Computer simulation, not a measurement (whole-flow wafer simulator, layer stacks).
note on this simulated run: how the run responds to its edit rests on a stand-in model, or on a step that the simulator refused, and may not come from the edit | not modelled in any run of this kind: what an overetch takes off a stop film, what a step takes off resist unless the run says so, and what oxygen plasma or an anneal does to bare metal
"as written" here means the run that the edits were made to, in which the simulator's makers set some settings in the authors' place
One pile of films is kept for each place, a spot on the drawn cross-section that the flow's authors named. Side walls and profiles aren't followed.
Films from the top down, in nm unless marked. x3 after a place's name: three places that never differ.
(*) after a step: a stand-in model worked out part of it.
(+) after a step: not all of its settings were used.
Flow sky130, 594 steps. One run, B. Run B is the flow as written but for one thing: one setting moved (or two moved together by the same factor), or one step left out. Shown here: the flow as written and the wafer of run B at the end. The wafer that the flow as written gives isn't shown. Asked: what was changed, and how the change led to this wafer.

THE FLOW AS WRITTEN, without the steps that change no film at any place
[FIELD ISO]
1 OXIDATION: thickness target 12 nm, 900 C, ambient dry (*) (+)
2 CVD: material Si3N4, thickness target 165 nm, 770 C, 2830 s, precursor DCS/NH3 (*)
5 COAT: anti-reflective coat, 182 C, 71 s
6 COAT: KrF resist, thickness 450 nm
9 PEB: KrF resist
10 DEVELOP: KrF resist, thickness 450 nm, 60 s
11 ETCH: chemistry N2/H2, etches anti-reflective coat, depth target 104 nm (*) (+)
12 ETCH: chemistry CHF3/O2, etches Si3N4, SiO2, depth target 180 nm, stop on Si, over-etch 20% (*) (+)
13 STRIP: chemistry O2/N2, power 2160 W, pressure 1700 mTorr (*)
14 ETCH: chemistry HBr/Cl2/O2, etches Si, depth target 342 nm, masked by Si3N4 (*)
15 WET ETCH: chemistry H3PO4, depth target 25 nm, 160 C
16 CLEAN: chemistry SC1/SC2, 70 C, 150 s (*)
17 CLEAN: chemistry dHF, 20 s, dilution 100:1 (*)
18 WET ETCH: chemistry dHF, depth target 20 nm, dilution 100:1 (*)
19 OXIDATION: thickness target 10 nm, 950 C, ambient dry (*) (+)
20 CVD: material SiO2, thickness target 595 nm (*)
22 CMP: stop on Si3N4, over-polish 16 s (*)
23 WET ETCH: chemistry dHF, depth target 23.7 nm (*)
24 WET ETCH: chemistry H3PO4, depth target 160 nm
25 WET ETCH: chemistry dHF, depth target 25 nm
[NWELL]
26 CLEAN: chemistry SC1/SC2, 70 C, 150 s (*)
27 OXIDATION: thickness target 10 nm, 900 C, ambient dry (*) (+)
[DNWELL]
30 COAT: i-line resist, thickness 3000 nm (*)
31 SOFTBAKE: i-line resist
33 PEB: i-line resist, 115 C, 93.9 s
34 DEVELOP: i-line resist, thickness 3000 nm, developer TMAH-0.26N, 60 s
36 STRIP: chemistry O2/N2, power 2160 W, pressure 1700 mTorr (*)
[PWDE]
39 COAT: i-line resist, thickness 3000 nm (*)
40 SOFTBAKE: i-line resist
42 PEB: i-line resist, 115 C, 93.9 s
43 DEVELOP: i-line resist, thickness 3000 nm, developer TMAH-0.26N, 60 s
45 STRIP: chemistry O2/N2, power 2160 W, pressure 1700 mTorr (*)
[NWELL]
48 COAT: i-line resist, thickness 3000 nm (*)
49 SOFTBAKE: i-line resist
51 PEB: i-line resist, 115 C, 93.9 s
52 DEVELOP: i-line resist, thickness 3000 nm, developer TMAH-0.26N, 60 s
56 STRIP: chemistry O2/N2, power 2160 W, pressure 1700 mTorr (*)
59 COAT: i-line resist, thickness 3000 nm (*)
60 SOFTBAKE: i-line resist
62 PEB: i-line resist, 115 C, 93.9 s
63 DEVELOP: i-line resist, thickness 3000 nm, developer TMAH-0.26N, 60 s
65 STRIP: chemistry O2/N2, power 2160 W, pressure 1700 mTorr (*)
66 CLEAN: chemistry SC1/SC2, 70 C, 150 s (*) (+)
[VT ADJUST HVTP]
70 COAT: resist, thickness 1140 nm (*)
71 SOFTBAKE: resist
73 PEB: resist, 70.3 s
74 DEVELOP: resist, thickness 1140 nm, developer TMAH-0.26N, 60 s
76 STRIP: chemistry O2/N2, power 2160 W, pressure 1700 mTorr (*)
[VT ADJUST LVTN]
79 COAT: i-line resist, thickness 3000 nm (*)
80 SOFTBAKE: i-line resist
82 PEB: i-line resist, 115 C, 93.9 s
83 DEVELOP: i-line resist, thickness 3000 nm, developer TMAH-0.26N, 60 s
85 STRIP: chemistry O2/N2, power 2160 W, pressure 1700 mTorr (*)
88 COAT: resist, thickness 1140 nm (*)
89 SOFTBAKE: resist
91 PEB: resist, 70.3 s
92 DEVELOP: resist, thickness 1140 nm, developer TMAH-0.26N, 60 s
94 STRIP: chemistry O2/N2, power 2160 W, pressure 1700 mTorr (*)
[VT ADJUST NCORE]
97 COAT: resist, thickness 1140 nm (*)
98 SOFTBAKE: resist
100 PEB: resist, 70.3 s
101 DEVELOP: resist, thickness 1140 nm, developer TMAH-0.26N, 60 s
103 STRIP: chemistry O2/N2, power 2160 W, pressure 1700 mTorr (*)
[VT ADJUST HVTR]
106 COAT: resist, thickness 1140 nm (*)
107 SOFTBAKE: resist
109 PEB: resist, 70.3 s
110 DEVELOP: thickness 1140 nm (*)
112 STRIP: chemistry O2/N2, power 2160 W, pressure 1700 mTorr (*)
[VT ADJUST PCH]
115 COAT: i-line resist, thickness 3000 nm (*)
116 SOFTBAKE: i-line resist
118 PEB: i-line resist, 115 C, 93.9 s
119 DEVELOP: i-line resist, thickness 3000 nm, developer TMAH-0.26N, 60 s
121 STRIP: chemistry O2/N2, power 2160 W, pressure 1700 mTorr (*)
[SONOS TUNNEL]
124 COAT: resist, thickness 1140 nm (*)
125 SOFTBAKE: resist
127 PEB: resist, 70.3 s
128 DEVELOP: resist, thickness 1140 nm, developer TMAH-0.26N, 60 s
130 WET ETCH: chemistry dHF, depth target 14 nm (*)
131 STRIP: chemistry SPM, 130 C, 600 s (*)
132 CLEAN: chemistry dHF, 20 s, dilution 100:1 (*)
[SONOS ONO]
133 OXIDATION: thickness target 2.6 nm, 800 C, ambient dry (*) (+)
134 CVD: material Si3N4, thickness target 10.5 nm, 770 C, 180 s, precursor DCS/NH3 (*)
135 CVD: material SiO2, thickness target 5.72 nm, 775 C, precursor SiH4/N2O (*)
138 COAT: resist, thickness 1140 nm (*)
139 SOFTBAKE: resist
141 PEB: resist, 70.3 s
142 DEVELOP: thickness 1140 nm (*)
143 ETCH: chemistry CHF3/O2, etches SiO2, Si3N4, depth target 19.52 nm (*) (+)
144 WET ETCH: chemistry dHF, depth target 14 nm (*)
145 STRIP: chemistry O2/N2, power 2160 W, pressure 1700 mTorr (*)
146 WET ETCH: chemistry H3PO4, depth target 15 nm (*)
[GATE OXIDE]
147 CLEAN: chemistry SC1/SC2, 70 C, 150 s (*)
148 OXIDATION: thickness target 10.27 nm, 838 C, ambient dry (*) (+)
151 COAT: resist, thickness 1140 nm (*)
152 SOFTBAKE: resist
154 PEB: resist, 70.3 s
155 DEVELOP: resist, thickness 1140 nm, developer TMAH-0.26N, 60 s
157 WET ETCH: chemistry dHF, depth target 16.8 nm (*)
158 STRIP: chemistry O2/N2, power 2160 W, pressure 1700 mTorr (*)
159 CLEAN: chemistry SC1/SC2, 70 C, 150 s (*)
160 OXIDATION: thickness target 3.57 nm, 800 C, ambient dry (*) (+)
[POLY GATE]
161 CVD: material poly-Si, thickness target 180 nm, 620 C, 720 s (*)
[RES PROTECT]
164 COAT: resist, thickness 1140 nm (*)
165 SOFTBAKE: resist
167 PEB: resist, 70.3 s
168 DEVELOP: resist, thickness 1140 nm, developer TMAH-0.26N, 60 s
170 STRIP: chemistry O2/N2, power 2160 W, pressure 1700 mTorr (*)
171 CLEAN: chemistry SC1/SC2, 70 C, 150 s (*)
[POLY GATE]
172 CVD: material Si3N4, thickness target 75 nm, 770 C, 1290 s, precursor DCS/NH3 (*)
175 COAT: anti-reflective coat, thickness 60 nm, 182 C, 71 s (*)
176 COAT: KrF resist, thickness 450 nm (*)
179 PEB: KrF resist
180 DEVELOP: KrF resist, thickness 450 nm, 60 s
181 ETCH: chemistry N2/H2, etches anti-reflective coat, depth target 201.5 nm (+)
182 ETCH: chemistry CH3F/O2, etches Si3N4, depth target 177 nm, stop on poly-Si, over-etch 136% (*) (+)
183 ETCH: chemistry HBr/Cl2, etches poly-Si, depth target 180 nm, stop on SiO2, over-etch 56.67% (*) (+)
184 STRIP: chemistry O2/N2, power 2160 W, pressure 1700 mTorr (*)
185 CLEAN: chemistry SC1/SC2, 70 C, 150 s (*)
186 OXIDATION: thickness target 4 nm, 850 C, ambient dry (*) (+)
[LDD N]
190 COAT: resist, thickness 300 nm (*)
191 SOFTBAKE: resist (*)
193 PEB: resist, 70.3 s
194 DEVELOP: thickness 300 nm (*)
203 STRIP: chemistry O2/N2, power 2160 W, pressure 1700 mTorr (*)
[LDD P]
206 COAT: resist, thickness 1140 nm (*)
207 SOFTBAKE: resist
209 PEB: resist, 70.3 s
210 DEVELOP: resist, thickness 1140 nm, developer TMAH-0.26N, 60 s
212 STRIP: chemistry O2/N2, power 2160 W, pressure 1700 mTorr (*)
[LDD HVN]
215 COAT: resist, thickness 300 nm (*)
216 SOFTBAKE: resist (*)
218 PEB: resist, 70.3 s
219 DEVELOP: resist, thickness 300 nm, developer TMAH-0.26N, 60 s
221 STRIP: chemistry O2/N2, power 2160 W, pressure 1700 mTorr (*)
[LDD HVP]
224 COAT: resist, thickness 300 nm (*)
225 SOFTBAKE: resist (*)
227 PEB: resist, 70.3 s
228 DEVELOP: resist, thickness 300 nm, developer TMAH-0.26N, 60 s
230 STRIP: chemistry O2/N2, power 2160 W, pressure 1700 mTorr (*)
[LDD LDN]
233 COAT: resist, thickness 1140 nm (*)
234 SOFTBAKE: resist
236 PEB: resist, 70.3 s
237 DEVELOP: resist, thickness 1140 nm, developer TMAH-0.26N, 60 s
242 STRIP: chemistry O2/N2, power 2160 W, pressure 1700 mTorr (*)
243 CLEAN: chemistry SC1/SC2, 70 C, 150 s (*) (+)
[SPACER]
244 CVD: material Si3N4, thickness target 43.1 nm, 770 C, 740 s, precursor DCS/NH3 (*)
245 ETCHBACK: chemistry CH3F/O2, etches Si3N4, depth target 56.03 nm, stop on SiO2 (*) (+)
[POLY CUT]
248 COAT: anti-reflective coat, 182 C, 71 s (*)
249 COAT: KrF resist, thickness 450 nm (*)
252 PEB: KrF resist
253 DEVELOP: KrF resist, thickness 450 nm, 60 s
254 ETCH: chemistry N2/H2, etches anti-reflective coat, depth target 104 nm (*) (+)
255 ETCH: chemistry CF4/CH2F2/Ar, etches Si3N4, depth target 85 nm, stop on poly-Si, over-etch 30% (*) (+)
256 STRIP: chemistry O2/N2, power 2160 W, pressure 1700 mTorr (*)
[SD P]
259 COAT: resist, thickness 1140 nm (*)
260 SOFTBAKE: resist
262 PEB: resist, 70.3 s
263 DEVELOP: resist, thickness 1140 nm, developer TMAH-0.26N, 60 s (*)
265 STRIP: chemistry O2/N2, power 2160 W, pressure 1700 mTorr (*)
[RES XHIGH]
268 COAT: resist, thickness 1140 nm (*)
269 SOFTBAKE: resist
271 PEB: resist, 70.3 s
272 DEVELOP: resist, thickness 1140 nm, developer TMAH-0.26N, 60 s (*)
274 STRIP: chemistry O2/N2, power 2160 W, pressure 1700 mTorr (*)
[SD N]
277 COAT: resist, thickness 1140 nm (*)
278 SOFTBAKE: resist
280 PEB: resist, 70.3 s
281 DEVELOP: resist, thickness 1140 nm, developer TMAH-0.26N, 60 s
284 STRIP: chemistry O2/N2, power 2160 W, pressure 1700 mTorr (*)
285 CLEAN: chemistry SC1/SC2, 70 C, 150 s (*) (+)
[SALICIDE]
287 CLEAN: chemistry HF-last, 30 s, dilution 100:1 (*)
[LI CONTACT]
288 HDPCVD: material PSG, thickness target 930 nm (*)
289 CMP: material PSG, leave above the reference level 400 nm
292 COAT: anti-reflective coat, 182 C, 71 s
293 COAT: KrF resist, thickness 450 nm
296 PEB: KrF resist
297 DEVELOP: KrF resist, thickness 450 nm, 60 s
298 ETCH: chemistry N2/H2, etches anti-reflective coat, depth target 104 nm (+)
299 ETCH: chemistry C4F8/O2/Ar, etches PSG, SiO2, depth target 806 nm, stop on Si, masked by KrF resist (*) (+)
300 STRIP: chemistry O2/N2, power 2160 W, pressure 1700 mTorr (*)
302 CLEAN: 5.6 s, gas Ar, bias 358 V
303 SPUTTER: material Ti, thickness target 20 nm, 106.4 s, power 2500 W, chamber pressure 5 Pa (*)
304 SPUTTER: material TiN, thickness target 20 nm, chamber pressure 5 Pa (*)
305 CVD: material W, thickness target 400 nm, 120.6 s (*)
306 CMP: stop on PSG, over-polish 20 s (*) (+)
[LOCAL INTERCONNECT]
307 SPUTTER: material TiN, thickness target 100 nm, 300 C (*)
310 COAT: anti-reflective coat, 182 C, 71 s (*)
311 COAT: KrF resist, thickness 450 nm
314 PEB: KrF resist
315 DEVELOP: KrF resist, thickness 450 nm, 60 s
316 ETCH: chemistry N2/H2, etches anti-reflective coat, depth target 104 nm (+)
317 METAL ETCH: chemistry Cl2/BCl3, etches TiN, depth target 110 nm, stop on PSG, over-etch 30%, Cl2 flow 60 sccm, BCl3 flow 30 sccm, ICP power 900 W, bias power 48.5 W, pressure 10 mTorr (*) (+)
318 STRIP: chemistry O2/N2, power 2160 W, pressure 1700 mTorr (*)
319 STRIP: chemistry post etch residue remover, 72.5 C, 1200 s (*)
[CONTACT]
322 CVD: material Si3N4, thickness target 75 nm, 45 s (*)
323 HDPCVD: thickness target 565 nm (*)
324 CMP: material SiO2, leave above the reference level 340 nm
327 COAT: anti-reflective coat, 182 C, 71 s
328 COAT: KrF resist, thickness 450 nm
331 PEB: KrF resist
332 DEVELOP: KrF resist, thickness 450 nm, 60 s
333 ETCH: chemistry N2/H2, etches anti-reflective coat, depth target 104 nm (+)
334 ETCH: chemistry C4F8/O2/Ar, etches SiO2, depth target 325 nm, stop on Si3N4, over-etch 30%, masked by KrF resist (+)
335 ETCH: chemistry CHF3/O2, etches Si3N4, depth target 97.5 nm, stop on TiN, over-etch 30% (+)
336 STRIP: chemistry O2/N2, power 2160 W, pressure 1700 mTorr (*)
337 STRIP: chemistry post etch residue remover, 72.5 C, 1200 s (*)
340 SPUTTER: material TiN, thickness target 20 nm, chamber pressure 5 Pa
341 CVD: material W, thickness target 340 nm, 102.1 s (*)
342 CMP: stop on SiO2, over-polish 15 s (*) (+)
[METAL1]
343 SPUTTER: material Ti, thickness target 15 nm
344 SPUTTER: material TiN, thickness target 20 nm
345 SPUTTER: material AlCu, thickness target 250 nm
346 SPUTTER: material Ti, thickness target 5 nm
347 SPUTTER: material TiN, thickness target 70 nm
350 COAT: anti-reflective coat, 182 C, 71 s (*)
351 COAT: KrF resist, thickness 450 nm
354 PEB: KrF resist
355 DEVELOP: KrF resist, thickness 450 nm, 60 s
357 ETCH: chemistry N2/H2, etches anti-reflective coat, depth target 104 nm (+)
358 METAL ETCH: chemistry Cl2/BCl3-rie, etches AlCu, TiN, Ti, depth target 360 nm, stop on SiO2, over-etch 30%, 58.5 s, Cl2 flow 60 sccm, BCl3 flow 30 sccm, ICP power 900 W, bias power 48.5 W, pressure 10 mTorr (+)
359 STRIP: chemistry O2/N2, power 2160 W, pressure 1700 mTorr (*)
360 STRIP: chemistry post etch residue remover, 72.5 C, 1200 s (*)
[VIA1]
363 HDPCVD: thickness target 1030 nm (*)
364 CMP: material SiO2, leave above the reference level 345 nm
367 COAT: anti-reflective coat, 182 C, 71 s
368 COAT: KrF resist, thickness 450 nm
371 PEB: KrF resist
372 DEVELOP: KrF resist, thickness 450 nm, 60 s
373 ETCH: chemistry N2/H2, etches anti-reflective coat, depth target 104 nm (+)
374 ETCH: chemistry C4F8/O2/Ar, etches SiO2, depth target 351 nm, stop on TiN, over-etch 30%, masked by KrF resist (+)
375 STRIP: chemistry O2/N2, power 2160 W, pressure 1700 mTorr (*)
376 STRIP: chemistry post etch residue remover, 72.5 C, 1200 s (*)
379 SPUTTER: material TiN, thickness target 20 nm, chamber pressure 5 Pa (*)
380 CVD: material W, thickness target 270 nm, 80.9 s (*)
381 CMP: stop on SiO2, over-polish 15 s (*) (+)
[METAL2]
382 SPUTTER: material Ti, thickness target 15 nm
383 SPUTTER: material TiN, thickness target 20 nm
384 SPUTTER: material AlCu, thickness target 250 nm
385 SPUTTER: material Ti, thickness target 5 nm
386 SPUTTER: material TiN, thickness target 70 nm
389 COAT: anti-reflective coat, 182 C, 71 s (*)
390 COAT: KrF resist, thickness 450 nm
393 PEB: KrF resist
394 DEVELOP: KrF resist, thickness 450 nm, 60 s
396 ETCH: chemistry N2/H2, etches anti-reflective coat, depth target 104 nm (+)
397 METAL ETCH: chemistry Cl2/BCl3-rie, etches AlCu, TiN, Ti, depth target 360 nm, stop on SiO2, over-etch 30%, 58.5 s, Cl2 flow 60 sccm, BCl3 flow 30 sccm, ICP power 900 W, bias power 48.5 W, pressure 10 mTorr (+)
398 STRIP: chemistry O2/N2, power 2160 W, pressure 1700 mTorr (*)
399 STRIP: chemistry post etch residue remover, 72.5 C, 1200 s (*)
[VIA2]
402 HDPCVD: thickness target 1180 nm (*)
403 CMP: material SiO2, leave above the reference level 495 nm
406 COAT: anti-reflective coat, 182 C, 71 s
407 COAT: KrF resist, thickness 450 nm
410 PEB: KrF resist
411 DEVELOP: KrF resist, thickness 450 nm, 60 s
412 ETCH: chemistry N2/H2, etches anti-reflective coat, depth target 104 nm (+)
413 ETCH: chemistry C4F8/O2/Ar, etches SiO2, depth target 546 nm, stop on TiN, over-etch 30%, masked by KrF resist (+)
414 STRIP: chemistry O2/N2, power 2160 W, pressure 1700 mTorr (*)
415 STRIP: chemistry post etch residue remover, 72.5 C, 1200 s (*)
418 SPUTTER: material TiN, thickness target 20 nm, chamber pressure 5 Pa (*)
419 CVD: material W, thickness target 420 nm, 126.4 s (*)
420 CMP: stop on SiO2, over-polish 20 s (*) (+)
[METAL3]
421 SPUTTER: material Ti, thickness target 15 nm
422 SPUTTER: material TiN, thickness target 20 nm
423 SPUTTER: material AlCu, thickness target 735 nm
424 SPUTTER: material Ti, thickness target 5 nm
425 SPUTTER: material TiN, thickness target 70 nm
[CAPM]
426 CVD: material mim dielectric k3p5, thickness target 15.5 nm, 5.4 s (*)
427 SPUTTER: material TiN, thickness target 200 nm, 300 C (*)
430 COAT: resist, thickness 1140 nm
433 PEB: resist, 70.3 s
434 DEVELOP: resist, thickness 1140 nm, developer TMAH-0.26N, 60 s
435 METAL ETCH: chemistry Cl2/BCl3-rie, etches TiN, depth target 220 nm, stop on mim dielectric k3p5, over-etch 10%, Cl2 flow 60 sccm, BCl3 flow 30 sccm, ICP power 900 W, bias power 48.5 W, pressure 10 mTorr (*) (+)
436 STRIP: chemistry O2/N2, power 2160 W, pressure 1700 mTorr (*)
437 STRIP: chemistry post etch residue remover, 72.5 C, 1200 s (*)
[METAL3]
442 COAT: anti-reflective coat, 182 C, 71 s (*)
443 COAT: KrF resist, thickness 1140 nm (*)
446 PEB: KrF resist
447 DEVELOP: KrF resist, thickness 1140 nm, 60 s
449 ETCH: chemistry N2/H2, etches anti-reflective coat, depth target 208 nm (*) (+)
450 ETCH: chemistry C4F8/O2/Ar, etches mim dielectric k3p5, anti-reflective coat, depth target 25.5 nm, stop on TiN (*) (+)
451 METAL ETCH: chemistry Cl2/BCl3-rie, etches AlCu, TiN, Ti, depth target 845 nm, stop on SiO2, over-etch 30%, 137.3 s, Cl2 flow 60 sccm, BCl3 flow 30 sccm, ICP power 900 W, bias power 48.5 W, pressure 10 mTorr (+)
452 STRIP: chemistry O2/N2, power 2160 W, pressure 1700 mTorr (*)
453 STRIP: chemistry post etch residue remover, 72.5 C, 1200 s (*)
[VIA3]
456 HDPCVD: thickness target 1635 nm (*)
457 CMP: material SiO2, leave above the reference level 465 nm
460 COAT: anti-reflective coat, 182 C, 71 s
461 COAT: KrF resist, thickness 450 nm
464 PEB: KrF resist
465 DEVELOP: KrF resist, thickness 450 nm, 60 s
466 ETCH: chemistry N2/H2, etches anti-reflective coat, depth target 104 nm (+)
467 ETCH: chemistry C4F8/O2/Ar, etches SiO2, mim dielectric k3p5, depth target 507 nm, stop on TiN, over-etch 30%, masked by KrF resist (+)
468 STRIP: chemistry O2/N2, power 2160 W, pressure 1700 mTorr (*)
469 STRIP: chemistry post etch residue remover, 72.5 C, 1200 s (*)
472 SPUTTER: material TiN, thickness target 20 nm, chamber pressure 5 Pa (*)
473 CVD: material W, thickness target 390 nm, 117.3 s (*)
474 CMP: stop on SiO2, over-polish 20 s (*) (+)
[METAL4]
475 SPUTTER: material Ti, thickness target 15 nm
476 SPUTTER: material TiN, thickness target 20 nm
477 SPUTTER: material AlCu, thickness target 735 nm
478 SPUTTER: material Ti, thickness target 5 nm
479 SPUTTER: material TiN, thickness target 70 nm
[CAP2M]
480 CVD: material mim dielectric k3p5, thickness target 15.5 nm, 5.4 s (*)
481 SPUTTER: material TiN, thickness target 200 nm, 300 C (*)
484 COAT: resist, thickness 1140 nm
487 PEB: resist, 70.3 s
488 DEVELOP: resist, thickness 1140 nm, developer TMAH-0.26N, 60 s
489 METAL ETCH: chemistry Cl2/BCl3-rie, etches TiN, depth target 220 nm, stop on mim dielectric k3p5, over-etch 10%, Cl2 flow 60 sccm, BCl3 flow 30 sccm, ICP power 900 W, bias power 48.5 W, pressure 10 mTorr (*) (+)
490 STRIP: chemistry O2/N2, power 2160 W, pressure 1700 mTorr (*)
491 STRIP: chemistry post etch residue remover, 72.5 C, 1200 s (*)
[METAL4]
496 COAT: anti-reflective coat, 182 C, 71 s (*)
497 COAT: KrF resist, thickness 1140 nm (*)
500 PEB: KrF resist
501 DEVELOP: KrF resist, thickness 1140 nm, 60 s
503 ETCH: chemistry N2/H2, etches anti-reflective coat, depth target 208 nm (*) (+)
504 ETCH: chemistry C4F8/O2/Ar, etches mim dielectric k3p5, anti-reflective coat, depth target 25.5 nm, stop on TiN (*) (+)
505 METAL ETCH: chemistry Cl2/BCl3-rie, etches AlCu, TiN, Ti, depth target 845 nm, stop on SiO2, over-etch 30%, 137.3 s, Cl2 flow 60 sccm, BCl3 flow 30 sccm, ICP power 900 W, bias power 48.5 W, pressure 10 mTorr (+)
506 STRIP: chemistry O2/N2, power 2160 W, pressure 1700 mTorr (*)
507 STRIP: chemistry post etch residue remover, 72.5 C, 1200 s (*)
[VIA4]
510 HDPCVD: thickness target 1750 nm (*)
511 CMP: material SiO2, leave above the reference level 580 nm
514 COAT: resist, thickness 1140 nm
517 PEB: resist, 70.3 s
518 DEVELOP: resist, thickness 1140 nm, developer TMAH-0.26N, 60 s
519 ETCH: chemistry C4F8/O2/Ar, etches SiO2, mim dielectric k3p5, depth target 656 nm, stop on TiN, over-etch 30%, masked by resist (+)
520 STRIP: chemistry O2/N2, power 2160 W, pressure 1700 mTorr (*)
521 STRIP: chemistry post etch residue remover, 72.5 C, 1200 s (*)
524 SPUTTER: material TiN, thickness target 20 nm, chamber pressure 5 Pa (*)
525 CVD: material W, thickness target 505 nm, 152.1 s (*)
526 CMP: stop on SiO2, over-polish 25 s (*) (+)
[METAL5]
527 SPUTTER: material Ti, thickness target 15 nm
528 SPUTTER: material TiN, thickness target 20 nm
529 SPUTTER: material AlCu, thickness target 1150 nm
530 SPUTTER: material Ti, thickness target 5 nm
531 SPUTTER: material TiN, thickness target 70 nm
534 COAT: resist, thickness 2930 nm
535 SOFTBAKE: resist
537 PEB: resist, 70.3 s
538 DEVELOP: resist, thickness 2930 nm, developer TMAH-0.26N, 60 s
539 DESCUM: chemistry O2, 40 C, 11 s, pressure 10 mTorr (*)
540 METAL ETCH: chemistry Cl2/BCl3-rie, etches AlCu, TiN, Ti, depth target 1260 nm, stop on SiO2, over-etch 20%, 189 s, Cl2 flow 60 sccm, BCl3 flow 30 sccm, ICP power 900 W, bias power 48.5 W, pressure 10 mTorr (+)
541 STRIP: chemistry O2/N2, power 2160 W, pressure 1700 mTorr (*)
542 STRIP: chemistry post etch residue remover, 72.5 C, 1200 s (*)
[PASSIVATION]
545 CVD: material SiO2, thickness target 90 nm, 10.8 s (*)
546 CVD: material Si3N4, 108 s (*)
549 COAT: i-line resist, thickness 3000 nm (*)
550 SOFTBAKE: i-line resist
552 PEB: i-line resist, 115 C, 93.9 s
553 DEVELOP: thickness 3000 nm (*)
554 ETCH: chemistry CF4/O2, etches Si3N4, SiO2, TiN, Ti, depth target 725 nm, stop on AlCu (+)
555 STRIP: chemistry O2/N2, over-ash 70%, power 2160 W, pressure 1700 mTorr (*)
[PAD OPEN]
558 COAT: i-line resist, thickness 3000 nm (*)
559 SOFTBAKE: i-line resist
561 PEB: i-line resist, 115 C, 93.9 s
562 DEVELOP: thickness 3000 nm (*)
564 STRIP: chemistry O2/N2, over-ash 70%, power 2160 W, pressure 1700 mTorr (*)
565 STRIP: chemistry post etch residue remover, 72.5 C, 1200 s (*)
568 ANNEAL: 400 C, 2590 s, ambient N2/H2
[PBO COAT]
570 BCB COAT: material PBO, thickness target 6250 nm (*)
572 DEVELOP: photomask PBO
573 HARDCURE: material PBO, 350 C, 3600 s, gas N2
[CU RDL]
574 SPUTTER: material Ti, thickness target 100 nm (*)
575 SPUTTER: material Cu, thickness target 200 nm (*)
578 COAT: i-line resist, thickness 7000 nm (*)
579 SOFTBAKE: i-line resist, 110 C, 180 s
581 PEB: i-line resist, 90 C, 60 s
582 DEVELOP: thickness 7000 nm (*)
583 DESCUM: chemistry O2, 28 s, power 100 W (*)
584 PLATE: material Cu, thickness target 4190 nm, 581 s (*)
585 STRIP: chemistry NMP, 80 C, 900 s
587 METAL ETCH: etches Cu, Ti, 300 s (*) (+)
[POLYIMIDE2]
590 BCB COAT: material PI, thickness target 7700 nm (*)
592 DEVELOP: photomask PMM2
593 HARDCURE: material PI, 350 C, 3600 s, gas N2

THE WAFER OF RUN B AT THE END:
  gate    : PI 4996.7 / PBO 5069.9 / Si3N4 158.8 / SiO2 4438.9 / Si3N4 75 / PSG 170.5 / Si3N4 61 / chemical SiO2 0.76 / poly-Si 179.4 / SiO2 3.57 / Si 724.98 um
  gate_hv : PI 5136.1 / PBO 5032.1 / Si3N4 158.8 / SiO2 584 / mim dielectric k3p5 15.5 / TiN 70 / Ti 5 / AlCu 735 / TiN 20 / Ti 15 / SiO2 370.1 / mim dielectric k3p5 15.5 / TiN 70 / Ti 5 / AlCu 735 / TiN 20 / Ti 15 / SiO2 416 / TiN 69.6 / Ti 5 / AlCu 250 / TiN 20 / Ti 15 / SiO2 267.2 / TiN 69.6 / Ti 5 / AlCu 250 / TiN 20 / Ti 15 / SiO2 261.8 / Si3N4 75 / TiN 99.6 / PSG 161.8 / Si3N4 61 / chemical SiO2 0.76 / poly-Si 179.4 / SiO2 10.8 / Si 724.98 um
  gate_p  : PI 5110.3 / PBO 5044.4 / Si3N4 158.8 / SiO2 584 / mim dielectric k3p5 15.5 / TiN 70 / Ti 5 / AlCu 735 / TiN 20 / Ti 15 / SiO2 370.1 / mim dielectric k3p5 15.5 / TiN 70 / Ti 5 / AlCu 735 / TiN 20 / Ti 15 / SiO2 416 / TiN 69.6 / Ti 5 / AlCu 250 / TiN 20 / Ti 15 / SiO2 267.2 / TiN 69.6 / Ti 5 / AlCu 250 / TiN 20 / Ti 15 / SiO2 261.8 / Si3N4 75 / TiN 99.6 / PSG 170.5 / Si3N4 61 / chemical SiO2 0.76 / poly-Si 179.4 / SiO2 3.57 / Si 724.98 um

The cause: step 289, CMP: leave above the reference level 180 nm was run, where the flow has leave above the reference level 400 nm.

How the change led to this, step by step:
  289 CMP: material PSG, leave above the reference level 400 nm
      gate, spacer, gate_p and 34 more: PSG -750 (as written it would be: PSG -530)
      mim, vpp_sp, vpp_ln and 30 more: PSG -553.9 (as written it would be: PSG -333.9)
      (and at 122 more places)
  299 ETCH: chemistry C4F8/O2/Ar, etches PSG, SiO2, depth target 806 nm, stop on Si, masked by KrF resist (*) (+)
      field, active, n_well and 184 more: KrF resist -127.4 (as written it would be: KrF resist -161.2)
      contact, ndiff_licon, ndiff_licon_cpp: PSG -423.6 (all of it), SiO2 -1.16 (all of it) (as written it would be: PSG -643.6 (all of it), SiO2 -1.16 (all of it))
      (and at 2 more places)
  300 STRIP: chemistry O2/N2, power 2160 W, pressure 1700 mTorr (*)
      field, active, n_well and 184 more: KrF resist -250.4 (all of it), anti-reflective coat -80 (all of it) (as written it would be: KrF resist -216.6 (all of it), anti-reflective coat -80 (all of it))
  303 SPUTTER: material Ti, thickness target 20 nm, 106.4 s, power 2500 W, chamber pressure 5 Pa (*)
      ndiff_licon: Ti +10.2 (new film) (as written it would be: Ti +7.24 (new film))
      ndiff_licon_cpp: Ti +9.21 (new film) (as written it would be: Ti +6.53 (new film))
      (and at 1 more place)
  304 SPUTTER: material TiN, thickness target 20 nm, chamber pressure 5 Pa (*)
      ndiff_licon: TiN +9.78 (new film) (as written it would be: TiN +6.83 (new film))
      ndiff_licon_cpp: TiN +8.85 (new film) (as written it would be: TiN +6.17 (new film))
      (and at 1 more place)
  305 CVD: material W, thickness target 400 nm, 120.6 s (*)
      ndiff_licon: W +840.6 (new film) (as written it would be: W +1066.5 (new film))
      ndiff_licon_cpp: W +842.6 (new film) (as written it would be: W +1067.9 (new film))
      (and at 1 more place)
  306 CMP: stop on PSG, over-polish 20 s (*) (+)
      poly_licon: W -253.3 (as written it would be: W -33.3)
